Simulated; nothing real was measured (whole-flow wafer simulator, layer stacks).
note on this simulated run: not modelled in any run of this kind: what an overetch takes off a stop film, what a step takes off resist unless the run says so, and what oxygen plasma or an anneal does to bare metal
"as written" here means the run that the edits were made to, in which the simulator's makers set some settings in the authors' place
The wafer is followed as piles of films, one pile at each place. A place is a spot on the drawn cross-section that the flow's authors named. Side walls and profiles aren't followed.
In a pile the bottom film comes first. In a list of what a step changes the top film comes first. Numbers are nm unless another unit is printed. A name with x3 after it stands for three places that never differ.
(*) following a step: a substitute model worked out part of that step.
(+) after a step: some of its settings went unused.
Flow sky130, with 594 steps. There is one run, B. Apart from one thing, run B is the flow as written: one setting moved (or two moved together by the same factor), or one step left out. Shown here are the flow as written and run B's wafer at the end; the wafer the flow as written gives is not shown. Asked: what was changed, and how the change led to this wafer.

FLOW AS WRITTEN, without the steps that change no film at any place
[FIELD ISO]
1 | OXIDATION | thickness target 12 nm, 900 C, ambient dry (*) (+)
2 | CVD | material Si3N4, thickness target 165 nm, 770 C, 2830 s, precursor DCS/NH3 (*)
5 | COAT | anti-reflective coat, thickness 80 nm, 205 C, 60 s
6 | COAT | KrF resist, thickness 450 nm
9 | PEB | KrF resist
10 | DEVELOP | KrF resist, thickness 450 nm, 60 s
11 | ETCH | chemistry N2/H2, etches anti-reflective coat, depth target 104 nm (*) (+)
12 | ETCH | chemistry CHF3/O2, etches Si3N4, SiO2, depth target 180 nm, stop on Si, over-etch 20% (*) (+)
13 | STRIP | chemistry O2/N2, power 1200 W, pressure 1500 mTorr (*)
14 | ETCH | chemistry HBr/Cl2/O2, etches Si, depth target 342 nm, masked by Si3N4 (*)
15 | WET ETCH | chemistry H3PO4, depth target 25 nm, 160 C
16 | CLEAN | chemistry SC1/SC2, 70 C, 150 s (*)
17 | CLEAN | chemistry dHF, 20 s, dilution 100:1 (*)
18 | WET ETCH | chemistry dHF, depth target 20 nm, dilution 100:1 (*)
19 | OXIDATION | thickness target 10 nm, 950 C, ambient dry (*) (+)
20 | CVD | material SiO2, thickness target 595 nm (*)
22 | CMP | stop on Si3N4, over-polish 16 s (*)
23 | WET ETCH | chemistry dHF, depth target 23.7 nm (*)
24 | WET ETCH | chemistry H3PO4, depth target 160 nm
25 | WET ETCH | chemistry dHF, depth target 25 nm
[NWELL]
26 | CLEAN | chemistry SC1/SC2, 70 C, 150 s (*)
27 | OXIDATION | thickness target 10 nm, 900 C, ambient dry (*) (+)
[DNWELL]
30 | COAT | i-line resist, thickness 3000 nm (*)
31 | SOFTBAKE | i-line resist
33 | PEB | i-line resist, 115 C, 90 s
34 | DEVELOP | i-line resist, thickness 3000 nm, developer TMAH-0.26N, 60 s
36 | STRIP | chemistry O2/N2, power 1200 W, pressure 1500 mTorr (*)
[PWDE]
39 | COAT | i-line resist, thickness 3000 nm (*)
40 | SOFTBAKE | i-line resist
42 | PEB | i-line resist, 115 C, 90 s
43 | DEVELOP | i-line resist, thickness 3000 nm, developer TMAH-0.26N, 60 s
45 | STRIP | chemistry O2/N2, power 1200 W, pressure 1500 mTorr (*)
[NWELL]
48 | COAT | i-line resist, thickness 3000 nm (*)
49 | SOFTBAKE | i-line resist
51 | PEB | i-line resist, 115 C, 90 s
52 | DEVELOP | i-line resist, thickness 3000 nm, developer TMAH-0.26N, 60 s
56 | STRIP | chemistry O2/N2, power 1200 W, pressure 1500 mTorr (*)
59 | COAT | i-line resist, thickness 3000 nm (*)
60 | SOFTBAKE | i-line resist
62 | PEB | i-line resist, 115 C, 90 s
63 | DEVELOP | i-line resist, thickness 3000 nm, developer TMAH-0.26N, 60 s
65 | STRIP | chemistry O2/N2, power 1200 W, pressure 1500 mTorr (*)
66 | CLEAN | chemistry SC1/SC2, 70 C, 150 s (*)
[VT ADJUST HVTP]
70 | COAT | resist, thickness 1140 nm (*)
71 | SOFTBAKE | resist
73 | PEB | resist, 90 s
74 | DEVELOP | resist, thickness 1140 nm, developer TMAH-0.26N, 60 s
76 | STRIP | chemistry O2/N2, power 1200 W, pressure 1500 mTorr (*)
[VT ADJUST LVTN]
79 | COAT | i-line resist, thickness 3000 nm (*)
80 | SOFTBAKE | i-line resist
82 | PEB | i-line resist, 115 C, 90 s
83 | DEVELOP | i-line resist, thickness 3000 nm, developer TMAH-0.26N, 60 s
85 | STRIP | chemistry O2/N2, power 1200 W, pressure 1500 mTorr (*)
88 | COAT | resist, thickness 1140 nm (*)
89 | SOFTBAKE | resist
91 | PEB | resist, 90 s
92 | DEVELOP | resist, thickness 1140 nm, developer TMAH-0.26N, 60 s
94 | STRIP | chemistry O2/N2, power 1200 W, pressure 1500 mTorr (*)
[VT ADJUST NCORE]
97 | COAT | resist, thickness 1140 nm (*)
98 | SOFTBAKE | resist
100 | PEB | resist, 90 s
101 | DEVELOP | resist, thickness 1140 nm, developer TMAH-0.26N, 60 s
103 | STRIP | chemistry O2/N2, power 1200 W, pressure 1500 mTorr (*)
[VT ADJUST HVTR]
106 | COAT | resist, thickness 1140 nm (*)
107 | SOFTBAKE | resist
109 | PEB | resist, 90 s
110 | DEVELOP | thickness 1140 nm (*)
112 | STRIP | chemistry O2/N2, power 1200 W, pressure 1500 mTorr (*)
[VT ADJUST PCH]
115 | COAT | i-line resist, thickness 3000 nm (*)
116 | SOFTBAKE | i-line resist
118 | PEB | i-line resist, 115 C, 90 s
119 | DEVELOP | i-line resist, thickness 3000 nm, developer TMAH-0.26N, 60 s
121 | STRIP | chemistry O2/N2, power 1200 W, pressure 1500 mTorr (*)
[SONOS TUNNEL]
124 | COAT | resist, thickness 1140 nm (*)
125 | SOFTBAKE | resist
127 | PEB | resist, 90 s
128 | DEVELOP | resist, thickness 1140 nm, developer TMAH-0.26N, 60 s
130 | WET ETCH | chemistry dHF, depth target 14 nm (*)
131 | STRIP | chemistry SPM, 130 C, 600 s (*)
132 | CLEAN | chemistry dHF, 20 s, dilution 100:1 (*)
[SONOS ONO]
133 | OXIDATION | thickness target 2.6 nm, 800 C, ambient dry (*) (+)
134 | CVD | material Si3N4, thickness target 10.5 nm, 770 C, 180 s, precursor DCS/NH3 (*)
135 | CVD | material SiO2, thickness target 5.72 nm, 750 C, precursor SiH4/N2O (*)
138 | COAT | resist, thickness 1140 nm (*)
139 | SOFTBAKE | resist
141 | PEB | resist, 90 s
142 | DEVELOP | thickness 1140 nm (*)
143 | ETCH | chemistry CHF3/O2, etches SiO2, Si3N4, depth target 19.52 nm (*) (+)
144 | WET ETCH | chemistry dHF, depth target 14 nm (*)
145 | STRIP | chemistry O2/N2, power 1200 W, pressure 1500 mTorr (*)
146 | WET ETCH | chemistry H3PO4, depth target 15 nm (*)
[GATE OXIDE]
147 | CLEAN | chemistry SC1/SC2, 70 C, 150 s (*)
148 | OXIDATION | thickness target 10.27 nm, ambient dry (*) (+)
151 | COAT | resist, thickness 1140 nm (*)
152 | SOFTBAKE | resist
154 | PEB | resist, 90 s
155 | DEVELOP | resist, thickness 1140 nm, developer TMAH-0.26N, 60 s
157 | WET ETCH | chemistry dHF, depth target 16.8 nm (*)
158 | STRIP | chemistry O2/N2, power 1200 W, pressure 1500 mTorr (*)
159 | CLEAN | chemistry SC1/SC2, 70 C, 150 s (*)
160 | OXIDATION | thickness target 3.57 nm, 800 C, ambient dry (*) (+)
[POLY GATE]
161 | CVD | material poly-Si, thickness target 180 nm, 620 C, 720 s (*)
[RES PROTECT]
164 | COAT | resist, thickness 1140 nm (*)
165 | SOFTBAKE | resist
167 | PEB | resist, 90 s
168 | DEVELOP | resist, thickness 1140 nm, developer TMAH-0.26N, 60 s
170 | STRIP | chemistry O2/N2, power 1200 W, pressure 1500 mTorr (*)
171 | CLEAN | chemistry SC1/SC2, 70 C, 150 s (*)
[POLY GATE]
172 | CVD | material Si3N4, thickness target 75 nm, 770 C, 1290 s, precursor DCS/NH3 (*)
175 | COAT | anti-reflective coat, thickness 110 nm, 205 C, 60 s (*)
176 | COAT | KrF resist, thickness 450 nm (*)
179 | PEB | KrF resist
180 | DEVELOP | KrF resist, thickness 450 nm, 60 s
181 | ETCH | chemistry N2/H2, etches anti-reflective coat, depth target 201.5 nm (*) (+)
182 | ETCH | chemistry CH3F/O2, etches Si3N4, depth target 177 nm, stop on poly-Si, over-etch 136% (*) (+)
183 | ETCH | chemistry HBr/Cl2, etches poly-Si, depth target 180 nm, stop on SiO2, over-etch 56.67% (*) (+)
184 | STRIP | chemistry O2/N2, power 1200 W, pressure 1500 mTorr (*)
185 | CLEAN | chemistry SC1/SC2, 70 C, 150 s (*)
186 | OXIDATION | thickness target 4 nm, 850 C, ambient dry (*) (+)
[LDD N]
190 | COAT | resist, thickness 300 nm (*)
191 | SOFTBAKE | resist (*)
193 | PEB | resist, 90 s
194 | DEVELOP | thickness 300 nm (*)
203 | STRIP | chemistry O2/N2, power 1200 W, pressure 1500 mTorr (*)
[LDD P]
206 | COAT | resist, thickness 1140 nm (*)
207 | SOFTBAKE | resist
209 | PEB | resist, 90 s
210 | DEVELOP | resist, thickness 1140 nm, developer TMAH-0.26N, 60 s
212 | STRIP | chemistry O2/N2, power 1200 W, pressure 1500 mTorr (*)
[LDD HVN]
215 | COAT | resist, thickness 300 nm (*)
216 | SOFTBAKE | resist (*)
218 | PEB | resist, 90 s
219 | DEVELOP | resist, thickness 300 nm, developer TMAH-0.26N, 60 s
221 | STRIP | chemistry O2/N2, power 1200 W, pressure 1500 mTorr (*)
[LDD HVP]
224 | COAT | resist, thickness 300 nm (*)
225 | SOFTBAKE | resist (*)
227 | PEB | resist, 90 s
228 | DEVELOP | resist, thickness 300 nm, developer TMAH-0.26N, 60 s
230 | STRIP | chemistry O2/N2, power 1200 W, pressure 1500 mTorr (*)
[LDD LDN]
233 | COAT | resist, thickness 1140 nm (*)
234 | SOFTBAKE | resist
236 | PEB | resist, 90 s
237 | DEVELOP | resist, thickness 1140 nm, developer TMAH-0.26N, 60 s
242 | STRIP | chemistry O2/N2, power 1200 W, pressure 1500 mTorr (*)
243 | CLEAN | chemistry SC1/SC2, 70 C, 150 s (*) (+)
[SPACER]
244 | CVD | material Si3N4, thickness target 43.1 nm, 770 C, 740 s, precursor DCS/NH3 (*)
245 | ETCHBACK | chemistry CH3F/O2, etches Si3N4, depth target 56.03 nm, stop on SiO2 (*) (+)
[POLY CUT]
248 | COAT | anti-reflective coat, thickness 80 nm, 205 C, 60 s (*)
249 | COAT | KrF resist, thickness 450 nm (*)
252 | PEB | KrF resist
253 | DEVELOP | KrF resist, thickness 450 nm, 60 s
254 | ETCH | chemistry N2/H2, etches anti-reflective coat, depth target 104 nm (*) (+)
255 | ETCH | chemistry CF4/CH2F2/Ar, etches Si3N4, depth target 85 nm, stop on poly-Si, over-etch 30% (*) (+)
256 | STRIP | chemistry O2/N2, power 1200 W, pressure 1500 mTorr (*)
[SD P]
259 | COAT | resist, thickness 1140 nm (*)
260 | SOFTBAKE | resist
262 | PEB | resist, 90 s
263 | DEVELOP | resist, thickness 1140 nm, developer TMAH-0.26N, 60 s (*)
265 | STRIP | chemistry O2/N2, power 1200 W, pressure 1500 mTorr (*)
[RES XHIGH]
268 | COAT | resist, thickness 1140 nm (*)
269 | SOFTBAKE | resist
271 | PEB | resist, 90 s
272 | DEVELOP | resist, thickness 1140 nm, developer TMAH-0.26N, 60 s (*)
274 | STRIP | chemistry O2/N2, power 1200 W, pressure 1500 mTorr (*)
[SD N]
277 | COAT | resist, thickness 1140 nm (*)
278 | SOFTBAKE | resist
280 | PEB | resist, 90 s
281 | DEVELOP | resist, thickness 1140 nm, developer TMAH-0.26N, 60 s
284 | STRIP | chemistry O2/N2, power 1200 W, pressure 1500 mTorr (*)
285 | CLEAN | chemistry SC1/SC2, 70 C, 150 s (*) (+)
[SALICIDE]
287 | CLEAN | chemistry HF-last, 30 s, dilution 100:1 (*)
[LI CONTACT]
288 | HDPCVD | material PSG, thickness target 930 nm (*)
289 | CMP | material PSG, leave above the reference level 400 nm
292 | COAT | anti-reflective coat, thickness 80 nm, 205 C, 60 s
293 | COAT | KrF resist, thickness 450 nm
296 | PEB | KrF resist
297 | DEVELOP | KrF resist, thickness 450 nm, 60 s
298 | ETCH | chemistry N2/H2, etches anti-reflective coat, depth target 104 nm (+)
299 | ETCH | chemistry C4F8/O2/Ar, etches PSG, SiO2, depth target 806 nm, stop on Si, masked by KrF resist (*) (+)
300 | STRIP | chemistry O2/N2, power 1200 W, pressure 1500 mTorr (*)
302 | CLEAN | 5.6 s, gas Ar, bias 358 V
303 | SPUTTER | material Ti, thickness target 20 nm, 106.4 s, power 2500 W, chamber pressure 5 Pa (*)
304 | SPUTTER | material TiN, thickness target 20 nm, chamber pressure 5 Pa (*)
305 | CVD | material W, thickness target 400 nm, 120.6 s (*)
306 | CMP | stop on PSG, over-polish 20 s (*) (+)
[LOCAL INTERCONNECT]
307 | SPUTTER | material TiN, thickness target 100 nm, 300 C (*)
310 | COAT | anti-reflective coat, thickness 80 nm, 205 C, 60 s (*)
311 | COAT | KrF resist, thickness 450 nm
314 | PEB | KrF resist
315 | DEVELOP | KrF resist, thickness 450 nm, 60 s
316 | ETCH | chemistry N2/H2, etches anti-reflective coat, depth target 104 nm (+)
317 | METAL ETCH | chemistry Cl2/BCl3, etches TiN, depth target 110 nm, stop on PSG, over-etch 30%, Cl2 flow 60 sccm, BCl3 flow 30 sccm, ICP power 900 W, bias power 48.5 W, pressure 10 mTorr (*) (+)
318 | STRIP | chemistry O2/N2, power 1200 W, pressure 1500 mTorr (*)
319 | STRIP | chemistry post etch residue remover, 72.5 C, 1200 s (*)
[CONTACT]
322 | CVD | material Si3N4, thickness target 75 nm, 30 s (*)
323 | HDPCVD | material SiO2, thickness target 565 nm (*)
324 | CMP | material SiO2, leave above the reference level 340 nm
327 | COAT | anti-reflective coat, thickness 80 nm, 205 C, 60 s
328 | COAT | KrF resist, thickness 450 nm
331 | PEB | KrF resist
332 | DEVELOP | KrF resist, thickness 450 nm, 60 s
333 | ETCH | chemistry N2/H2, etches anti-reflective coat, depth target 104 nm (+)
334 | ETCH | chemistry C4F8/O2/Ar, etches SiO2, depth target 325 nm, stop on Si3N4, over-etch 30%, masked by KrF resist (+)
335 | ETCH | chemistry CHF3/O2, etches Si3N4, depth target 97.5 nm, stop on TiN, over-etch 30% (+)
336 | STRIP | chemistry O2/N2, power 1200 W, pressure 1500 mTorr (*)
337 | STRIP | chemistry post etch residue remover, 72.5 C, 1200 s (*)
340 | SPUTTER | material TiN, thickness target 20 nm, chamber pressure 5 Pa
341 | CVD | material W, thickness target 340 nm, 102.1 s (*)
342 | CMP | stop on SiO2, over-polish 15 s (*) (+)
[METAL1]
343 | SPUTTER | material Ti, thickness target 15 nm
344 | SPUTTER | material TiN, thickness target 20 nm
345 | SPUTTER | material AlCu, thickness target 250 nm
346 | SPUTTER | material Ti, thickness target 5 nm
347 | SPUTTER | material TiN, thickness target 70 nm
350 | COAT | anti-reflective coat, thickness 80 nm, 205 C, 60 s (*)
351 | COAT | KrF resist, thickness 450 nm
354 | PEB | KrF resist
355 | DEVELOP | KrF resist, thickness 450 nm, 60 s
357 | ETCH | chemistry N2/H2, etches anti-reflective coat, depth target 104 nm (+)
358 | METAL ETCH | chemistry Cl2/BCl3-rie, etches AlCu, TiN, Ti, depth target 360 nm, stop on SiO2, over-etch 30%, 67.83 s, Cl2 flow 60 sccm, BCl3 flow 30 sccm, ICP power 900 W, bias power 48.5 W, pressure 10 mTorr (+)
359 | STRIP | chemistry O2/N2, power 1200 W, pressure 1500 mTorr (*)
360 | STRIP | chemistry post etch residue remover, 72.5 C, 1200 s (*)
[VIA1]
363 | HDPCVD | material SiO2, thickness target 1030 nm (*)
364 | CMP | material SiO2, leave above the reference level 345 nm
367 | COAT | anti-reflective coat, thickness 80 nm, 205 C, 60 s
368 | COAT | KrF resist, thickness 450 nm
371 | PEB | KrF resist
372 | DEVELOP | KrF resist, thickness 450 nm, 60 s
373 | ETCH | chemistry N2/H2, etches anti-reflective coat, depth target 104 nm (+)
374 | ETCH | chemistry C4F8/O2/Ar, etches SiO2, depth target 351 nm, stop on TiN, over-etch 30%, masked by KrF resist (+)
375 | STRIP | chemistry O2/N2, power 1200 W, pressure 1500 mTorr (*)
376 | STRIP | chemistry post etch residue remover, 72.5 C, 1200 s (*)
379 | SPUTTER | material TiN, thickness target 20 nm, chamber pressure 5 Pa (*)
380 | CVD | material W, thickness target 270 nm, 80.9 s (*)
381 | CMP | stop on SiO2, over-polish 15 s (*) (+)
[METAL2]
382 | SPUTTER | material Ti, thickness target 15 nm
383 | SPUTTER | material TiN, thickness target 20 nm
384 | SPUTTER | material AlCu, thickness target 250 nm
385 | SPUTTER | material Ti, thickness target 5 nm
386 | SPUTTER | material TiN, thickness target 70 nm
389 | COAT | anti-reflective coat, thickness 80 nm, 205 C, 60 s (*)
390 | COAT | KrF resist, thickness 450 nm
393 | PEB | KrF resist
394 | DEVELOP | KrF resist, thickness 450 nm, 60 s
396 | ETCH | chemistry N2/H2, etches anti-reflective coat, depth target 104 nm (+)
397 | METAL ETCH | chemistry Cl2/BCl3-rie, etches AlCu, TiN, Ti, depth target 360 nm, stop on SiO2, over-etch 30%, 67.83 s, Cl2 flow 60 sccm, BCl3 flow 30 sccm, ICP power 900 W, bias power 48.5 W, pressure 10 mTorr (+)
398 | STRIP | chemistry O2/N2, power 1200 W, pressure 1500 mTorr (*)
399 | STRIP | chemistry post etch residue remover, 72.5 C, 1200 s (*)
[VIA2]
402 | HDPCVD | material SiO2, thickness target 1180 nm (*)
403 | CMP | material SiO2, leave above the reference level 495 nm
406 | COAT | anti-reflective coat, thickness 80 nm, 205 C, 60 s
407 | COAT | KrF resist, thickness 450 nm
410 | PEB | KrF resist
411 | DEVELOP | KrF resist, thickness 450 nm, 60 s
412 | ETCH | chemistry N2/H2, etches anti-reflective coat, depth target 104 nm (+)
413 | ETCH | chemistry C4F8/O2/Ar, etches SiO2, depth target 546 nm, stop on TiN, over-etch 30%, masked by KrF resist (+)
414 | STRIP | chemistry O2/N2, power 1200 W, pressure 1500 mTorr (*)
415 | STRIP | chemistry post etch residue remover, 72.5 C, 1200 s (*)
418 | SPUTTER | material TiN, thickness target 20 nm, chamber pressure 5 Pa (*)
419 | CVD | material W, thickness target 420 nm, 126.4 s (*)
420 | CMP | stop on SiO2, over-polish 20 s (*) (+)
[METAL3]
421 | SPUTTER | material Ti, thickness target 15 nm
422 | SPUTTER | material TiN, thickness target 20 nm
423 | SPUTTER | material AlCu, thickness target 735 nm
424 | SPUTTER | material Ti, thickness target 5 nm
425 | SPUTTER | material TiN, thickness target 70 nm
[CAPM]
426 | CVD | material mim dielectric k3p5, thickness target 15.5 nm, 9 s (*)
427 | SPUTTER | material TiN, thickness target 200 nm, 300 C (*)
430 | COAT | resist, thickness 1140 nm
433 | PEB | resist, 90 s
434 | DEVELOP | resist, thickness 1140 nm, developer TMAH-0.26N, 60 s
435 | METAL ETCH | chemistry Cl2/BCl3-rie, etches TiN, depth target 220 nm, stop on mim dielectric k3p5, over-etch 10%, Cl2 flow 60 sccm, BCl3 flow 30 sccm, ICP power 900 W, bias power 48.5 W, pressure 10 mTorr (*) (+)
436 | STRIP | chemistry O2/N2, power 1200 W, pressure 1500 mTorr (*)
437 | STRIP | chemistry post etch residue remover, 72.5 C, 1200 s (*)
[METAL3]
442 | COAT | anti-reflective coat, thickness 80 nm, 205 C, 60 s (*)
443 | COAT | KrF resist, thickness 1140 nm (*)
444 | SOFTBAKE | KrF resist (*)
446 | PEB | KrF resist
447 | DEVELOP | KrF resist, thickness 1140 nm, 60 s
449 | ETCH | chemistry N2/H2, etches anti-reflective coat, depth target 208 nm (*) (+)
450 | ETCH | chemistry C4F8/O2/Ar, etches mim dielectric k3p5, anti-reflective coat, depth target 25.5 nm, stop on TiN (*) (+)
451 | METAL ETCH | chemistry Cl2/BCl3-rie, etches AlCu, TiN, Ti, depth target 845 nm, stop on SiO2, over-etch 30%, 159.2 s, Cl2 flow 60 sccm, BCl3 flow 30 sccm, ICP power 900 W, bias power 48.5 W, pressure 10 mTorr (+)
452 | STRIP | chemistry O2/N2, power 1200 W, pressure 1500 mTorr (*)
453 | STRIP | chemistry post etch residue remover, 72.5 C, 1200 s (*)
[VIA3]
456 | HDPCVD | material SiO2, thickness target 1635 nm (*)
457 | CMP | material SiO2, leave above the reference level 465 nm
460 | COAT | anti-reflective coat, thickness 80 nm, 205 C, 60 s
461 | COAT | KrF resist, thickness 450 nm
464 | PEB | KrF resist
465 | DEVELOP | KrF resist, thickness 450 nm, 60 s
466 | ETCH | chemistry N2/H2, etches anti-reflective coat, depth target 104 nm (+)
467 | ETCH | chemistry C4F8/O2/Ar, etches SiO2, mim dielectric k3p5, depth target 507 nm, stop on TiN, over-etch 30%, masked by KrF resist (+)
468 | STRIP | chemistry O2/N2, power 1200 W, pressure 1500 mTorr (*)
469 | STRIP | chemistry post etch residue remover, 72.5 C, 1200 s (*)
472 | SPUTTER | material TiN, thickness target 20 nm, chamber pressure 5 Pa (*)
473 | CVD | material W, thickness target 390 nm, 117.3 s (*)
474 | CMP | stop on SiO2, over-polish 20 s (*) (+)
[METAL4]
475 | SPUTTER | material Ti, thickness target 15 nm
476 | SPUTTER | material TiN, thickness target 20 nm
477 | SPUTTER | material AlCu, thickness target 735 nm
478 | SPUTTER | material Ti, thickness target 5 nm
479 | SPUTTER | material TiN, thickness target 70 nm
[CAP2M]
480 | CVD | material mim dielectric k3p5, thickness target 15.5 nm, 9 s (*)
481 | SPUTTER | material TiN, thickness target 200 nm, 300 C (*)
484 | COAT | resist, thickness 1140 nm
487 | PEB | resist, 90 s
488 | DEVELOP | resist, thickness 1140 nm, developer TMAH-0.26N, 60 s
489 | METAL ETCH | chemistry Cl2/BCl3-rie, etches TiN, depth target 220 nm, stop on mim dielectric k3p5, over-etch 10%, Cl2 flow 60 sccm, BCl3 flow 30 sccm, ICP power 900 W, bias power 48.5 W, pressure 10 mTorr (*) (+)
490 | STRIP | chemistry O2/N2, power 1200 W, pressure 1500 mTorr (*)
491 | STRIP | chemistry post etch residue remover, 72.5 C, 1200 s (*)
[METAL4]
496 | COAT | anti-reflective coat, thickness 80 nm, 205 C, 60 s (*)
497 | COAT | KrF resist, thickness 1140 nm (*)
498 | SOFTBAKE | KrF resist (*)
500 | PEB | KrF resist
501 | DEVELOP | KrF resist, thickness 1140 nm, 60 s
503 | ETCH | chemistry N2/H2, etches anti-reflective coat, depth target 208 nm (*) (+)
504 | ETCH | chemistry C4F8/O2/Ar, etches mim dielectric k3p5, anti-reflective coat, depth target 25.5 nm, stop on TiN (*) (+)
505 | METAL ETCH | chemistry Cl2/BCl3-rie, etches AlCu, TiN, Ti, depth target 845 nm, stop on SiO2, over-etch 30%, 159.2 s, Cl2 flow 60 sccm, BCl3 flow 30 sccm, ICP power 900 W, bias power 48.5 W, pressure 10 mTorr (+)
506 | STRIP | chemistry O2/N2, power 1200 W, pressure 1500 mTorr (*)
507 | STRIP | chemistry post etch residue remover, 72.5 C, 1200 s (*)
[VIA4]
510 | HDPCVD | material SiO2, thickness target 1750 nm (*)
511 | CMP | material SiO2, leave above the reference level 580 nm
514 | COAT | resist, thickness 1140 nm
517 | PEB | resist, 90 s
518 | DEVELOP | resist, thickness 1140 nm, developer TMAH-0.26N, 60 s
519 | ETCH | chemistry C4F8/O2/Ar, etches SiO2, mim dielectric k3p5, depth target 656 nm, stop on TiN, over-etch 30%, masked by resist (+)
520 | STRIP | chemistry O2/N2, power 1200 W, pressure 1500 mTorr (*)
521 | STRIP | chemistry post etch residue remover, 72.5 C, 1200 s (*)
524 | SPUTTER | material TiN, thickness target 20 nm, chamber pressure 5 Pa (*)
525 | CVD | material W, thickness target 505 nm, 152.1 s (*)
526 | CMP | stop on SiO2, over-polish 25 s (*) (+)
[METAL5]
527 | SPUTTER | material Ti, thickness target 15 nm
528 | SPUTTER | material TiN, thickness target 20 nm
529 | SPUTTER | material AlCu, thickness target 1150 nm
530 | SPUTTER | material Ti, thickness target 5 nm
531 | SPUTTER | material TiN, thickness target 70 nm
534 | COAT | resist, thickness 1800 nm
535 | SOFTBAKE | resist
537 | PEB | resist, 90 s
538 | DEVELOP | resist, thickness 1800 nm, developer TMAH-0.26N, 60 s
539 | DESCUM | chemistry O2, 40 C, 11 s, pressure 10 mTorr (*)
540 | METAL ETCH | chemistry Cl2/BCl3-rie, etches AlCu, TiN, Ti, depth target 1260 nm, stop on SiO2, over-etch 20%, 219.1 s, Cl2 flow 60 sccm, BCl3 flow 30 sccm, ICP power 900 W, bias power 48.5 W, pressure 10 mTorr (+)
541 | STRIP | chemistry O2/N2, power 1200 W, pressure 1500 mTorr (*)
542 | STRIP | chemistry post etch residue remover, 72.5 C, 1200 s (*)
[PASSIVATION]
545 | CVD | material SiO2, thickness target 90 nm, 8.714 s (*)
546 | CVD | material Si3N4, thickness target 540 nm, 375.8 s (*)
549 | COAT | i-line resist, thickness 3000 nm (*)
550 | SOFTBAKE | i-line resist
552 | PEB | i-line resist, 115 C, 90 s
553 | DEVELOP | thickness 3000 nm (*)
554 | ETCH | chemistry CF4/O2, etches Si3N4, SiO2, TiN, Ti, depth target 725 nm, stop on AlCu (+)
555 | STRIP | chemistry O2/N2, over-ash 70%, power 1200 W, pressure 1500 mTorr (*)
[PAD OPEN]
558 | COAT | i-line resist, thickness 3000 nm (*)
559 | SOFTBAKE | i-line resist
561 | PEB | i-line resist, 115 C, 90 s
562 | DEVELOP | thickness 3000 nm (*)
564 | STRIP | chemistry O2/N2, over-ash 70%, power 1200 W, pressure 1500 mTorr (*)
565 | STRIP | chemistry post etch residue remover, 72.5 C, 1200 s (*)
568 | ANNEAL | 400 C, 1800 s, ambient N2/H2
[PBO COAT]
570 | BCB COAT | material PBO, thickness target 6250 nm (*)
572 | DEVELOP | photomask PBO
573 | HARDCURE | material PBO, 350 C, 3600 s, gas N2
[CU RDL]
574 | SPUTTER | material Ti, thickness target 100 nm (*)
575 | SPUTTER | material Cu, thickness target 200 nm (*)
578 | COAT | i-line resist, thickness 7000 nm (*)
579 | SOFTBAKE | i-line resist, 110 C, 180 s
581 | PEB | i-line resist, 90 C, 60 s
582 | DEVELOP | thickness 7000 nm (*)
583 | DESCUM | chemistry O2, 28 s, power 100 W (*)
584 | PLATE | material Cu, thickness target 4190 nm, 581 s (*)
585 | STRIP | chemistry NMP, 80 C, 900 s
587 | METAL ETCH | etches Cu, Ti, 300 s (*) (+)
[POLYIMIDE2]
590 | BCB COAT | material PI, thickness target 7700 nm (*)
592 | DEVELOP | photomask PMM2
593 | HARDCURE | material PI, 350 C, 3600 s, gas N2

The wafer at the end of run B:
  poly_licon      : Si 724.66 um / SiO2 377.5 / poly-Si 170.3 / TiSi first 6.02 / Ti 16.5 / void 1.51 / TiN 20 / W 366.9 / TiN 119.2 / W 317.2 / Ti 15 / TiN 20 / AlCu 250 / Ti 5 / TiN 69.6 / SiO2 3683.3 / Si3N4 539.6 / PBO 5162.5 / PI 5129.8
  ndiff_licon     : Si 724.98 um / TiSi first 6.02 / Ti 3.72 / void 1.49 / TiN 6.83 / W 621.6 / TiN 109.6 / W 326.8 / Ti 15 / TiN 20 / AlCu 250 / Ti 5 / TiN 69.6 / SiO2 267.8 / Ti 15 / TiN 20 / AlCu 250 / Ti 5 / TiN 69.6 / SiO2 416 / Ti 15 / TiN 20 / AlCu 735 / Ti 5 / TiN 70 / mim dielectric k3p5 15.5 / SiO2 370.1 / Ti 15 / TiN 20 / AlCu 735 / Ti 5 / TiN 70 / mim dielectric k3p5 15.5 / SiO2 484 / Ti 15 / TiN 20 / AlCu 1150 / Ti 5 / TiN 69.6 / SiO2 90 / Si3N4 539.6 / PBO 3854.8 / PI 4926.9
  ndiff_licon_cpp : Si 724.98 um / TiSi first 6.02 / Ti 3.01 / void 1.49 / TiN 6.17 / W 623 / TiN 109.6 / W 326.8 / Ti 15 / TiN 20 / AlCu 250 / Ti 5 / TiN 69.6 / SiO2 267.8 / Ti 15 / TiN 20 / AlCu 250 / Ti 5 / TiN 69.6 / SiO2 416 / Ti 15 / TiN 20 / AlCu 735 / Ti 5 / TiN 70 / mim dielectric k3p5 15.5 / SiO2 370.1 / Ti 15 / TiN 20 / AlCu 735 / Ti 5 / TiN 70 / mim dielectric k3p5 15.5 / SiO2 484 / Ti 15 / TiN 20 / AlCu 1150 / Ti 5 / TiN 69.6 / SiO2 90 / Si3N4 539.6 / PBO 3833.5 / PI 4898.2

Cause: step 568, ANNEAL: 1102 s was run, whereas the flow has 1800 s.

How this came from the change, step by step:
  568 | ANNEAL | 400 C, 1800 s, ambient N2/H2
      poly_licon, rpo_hd_licon: under 11 films: +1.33 void (new film), -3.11 Ti, +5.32 TiSi first (new film), -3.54 poly-Si (as written it would have been: under 11 films: +1.54 void (new film), -3.59 Ti, +6.13 TiSi first (new film), -4.08 poly-Si)
      ndiff_licon, ndiff_licon_cpp: under 37 films: +1.32 void (new film), -3.11 Ti, +5.32 TiSi first (new film), -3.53 Si (as written it would have been: under 37 films: +1.52 void (new film), -3.59 Ti, +6.13 TiSi first (new film), -4.07 Si)
